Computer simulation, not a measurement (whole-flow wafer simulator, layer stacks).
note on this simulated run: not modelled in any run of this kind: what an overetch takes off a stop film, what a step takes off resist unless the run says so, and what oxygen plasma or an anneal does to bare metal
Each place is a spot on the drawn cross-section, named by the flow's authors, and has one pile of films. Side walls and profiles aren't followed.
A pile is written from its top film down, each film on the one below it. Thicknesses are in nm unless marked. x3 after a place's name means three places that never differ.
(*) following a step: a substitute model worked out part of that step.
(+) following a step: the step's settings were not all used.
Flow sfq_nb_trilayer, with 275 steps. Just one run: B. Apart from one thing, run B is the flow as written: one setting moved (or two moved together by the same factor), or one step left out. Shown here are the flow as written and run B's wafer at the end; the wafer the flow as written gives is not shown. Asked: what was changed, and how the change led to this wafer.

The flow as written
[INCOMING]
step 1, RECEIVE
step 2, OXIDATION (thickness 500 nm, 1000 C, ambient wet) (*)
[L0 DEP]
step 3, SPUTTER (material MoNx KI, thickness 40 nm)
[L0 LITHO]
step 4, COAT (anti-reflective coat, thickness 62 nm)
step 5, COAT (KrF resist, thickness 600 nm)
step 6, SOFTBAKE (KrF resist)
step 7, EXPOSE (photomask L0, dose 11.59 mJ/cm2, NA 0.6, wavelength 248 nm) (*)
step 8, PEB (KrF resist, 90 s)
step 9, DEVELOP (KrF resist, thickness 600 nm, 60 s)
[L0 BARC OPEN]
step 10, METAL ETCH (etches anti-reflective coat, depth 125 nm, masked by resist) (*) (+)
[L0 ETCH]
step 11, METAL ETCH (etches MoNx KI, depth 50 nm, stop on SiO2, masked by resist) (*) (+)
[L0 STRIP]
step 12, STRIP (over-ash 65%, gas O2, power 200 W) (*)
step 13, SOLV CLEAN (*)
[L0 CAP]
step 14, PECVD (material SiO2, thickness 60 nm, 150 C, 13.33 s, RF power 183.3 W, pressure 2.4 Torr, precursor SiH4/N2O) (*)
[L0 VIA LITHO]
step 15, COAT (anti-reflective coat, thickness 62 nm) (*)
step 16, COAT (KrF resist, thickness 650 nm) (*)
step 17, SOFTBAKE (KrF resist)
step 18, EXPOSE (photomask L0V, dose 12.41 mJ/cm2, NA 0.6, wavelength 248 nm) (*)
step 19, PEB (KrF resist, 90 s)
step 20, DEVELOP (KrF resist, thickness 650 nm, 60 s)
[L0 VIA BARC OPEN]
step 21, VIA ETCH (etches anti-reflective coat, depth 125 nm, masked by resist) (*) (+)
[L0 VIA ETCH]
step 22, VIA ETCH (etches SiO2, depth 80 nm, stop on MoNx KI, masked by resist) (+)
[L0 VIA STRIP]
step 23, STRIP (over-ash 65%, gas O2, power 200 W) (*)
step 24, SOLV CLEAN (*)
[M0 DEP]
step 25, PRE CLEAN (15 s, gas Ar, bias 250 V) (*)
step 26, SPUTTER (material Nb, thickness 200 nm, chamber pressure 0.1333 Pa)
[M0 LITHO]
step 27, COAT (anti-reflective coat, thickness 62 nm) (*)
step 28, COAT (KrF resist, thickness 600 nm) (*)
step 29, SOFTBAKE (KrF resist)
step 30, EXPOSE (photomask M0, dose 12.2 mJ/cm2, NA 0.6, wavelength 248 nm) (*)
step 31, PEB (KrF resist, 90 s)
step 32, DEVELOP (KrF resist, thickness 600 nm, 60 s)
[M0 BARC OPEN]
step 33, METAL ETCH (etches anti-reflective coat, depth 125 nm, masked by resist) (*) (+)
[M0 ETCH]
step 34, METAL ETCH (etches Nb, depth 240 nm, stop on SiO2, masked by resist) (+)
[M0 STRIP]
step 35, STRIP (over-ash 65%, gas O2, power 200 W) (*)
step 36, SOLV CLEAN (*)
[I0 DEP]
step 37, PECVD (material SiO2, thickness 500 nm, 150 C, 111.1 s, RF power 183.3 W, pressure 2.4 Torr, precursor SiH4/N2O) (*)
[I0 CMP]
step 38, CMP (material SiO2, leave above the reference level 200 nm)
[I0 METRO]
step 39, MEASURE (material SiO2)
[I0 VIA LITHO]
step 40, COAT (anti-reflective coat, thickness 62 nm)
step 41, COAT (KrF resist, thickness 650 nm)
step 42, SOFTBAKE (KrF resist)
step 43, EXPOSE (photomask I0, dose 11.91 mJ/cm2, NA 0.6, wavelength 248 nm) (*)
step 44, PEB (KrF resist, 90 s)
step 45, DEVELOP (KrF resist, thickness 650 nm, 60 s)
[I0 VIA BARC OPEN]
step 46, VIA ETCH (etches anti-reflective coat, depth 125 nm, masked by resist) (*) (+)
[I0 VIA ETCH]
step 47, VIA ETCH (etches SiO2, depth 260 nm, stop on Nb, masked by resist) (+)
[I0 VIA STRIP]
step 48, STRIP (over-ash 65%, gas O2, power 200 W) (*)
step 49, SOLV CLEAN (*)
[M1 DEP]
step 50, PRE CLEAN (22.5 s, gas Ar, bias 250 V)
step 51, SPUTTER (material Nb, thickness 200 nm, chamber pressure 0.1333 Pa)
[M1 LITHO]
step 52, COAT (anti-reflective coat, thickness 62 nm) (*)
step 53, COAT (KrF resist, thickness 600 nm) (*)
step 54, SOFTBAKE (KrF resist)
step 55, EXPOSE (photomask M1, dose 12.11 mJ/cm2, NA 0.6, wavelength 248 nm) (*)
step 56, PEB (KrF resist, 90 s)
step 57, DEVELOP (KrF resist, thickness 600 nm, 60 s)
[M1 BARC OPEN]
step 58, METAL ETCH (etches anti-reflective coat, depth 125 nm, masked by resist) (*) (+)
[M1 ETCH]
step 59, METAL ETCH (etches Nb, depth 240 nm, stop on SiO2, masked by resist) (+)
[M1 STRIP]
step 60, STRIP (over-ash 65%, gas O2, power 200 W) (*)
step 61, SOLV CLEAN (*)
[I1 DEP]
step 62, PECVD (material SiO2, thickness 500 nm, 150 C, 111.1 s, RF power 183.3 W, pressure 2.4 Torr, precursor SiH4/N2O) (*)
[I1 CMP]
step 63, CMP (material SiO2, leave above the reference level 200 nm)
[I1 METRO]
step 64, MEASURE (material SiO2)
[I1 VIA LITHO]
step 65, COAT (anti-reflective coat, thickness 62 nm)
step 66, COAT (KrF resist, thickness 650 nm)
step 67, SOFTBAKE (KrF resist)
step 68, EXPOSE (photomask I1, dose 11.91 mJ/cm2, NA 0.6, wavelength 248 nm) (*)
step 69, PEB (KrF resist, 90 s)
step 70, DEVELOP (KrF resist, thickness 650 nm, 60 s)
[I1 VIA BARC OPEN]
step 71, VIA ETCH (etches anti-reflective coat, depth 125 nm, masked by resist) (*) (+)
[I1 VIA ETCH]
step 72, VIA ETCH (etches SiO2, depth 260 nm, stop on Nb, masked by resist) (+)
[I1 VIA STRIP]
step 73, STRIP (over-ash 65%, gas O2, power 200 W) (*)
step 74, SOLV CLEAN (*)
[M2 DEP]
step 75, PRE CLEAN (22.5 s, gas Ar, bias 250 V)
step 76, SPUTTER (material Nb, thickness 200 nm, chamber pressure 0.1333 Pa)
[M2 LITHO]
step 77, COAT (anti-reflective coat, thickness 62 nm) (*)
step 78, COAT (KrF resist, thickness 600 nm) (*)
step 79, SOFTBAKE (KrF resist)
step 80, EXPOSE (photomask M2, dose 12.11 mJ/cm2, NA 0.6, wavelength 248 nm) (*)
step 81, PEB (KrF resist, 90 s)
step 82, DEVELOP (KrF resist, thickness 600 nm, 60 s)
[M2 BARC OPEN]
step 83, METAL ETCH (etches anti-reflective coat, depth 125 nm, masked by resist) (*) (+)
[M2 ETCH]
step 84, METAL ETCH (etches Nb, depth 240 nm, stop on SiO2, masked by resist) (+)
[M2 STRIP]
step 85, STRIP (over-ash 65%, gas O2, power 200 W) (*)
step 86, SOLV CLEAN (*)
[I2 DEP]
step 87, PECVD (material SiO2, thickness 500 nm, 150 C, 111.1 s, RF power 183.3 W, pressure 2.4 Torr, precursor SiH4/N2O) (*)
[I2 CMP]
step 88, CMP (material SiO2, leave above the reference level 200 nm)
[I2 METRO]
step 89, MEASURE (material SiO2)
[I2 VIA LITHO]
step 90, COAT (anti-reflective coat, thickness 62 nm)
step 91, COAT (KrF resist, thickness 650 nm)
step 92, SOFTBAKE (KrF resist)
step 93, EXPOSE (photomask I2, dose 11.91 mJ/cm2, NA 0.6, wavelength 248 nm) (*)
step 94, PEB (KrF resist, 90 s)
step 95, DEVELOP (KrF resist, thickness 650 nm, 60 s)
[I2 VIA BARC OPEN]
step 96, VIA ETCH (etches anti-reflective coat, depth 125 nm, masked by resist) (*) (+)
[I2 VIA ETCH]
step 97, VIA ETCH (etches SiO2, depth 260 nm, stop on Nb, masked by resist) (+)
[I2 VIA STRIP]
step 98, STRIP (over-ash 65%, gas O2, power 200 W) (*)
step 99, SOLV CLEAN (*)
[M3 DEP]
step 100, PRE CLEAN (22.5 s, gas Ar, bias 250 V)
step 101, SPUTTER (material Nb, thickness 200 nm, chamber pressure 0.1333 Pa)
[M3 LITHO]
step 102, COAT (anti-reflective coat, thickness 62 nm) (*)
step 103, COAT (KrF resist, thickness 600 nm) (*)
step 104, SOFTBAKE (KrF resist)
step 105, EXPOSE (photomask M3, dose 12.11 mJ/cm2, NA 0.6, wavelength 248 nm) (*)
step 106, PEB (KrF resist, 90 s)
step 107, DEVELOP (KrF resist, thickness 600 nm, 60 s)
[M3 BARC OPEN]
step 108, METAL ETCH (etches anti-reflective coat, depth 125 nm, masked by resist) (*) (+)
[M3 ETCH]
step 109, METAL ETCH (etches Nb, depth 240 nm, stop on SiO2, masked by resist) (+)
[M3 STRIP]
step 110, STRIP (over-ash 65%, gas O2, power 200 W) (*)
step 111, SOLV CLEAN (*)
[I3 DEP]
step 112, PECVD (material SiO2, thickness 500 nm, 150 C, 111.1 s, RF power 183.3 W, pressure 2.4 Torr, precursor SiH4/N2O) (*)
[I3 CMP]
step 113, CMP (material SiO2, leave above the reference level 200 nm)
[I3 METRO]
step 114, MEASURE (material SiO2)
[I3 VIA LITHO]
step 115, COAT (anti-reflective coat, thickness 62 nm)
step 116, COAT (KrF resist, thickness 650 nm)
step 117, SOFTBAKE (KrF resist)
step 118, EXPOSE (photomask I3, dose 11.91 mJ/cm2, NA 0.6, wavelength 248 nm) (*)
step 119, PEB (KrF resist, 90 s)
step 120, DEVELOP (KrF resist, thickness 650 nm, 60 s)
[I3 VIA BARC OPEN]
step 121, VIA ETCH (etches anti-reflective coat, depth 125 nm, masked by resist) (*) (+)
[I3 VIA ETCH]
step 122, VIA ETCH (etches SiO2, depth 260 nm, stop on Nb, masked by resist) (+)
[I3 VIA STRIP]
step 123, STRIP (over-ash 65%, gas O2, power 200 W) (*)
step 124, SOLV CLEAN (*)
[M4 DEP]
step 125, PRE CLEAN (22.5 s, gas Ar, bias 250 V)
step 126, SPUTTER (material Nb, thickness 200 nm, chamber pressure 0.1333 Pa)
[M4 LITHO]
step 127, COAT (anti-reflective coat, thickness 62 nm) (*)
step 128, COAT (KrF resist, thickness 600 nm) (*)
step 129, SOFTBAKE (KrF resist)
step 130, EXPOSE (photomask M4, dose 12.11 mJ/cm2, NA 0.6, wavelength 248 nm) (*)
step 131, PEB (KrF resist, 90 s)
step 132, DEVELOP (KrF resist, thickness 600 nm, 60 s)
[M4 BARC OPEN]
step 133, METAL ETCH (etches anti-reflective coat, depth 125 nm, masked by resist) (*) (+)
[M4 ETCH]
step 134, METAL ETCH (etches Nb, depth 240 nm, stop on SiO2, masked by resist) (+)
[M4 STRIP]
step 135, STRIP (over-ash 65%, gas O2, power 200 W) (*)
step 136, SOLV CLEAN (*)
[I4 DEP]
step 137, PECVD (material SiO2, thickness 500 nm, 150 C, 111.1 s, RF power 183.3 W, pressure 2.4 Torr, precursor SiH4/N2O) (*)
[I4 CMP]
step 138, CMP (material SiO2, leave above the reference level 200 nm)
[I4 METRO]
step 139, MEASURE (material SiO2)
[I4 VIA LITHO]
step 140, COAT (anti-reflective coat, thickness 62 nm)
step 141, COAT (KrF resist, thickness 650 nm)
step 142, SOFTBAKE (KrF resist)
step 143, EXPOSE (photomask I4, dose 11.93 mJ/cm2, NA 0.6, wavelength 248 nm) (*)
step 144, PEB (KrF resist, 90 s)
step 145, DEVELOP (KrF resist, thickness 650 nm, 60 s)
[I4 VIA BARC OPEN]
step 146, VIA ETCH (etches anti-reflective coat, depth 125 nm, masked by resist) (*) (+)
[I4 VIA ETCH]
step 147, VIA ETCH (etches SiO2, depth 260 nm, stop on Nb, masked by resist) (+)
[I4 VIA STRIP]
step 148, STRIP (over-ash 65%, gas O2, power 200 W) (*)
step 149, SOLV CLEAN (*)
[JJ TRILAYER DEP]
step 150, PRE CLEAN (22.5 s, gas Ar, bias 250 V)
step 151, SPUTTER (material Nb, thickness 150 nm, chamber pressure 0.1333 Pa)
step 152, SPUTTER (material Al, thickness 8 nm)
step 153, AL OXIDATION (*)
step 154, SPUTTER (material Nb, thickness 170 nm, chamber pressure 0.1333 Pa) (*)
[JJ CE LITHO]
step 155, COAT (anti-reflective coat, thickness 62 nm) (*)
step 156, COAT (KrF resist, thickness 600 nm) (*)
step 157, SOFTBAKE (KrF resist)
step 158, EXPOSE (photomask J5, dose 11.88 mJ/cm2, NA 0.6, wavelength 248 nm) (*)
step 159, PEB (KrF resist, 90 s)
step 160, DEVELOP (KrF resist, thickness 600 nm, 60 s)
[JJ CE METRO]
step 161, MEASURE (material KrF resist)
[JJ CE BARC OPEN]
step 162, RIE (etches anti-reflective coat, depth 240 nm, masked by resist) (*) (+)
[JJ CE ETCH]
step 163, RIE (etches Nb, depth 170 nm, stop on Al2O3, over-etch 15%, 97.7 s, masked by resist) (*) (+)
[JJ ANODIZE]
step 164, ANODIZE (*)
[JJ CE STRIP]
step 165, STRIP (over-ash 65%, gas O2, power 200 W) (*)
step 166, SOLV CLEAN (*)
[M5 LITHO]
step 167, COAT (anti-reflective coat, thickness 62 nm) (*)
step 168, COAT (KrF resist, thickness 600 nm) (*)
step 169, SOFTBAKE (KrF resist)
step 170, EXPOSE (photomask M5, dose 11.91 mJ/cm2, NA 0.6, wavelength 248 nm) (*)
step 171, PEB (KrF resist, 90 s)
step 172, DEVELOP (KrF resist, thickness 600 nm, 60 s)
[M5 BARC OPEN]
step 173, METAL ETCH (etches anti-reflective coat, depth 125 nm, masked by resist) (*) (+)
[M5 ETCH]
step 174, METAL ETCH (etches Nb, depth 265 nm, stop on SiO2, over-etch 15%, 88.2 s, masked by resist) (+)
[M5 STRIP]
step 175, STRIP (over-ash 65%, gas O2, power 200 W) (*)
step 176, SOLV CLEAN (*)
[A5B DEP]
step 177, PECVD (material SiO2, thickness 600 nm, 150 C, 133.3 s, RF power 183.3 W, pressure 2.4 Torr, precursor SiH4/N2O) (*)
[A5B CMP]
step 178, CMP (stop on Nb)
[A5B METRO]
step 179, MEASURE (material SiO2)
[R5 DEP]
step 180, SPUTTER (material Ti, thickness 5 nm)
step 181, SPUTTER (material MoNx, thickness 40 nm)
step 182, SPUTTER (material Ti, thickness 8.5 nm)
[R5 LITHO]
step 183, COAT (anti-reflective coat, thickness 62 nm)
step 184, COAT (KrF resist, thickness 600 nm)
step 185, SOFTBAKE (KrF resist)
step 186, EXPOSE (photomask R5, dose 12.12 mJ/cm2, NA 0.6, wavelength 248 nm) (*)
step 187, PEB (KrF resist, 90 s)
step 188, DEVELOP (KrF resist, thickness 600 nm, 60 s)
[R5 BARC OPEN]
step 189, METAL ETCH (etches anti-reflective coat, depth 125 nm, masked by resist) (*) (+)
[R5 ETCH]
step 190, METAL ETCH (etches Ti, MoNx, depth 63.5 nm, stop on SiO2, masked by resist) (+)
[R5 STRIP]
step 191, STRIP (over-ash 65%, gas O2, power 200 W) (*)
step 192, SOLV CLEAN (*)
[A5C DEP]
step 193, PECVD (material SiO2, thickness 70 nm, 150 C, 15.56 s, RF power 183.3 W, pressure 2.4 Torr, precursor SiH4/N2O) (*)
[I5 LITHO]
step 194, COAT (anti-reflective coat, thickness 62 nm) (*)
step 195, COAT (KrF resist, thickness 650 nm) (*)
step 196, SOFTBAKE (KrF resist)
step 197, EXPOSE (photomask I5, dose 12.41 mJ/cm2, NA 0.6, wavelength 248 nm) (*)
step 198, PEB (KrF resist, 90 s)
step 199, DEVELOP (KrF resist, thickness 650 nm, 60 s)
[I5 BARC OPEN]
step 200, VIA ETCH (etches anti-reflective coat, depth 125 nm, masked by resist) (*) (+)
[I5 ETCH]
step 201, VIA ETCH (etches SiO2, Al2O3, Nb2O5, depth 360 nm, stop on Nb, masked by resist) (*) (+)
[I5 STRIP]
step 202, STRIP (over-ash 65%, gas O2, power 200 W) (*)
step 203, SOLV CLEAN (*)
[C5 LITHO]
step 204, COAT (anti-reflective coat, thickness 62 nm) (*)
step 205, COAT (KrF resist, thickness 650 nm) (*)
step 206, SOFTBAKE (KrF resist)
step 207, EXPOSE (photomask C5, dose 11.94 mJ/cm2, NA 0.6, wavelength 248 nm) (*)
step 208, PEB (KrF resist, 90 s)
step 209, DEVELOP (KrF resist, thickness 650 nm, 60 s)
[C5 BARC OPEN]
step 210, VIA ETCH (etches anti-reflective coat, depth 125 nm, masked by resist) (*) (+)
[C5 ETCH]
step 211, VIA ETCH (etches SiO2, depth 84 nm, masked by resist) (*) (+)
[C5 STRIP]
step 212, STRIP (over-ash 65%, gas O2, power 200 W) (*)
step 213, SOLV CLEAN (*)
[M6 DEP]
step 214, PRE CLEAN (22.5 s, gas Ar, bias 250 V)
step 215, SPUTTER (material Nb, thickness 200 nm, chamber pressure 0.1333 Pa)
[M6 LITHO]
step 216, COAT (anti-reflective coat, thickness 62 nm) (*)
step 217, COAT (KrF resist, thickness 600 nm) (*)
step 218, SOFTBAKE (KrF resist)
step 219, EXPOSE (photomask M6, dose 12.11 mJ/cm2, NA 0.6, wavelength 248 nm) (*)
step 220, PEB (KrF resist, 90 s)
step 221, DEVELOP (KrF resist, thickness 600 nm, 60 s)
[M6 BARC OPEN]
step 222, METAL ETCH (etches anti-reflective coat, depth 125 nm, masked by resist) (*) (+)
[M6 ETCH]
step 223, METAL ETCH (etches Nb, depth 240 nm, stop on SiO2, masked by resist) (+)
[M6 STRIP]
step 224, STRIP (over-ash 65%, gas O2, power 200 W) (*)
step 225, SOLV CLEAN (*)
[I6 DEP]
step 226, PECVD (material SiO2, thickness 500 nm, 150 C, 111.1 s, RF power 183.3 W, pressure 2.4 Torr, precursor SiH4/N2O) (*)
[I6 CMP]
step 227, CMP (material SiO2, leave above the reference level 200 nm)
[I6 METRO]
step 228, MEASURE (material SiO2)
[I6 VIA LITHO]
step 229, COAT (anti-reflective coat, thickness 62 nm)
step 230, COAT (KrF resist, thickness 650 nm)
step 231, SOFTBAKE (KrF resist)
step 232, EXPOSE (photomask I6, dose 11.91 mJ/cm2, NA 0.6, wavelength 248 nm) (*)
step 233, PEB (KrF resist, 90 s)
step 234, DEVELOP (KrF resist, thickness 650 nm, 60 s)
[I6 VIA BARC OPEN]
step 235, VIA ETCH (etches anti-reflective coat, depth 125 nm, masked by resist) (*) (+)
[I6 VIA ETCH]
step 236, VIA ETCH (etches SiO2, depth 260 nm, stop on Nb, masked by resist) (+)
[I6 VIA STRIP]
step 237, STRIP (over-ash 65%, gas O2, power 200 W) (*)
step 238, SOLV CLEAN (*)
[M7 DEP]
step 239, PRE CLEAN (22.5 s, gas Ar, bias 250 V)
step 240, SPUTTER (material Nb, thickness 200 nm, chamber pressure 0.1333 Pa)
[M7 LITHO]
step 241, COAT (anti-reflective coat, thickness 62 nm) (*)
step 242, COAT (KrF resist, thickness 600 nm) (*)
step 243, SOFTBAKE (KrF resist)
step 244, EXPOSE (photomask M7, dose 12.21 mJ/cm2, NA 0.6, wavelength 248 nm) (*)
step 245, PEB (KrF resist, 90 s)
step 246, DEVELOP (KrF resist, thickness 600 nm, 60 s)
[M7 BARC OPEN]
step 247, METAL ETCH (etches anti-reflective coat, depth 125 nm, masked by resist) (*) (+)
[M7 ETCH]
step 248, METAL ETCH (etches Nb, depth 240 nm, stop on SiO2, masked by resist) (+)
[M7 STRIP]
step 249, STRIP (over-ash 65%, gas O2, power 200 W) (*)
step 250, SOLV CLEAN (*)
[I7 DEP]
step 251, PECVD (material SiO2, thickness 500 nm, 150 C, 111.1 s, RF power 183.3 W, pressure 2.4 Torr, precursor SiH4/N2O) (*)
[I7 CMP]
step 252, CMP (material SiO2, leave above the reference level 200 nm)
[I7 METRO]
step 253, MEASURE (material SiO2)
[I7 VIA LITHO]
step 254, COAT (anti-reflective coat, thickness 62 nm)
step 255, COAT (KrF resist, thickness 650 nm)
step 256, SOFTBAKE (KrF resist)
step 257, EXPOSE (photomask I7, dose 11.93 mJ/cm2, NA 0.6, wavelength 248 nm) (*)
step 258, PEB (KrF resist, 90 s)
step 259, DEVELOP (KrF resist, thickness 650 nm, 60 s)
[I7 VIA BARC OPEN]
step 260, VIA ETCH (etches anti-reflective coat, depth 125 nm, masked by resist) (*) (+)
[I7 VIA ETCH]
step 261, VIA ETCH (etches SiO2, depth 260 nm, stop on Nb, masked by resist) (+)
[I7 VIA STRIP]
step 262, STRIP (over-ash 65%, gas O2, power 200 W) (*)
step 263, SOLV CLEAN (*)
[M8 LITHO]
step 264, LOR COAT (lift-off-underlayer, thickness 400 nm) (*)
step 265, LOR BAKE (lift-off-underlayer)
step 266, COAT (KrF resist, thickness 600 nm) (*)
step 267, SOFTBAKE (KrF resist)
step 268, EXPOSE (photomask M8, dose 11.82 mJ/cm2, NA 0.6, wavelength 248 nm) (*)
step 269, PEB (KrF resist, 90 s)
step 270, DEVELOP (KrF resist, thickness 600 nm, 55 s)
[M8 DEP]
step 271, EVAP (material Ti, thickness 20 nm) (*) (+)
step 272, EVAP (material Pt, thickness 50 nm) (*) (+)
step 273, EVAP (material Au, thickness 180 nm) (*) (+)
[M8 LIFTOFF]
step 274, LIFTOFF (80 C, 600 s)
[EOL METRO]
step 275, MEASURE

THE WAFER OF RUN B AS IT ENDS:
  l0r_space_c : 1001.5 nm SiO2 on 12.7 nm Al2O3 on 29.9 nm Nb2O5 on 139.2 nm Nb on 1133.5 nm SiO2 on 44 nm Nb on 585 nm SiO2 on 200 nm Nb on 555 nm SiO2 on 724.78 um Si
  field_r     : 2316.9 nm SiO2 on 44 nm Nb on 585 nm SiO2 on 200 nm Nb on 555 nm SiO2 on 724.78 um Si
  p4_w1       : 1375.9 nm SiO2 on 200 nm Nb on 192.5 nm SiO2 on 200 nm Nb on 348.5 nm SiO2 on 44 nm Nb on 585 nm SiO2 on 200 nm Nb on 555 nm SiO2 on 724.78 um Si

Cause: step 84, METAL ETCH: depth 156 nm was run, though the flow has depth 240 nm.

How this came from the change, step by step:
  step 84, METAL ETCH (etches Nb, depth 240 nm, stop on SiO2, masked by resist) (+)
      field_l, be, be_sur and 81 more: -156 Nb (as written it would have been: -200 Nb (all of it))
      v_sur, via_wl, via_w and 19 more: -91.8 KrF resist (as written it would have been: -141.2 KrF resist)
  step 85, STRIP (over-ash 65%, gas O2, power 200 W) (*)
      wl_j_sl, wl_jj, wl_j_sr and 12 more: -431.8 KrF resist (all of it), -62 anti-reflective coat (all of it) (as written it would have been: -382.4 KrF resist (all of it), -62 anti-reflective coat (all of it))
      v_sur: -429.5 KrF resist (all of it), -61.4 anti-reflective coat (all of it) (as written it would have been: -380 KrF resist (all of it), -61.4 anti-reflective coat (all of it))
      (and at 6 other places as well)
  step 87, PECVD (material SiO2, thickness 500 nm, 150 C, 111.1 s, RF power 183.3 W, pressure 2.4 Torr, precursor SiH4/N2O) (*)
      field_l, be, be_sur and 81 more: +500 SiO2 (new film) (as written it would have been: +500 SiO2)
  step 88, CMP (material SiO2, leave above the reference level 200 nm)
      field_l, be, be_sur and 81 more: -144 SiO2 (as written it would have been: -100 SiO2)
If metal films that touch count as one body, l0r_space_c has 3 bodies (between them, from the top down: SiO2 1133.5; SiO2 585); the flow as written gives 2 bodies (between them, from the top down: SiO2 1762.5).
If metal films that touch count as one body, field_r has 2 bodies (between them, from the top down: SiO2 585); the flow as written gives 1 body.
If metal films that touch count as one body, p4_w1 has 4 bodies (between them, from the top down: SiO2 192.5; SiO2 348.5; SiO2 585); the flow as written gives 3 bodies (between them, from the top down: SiO2 192.5; SiO2 977.5).
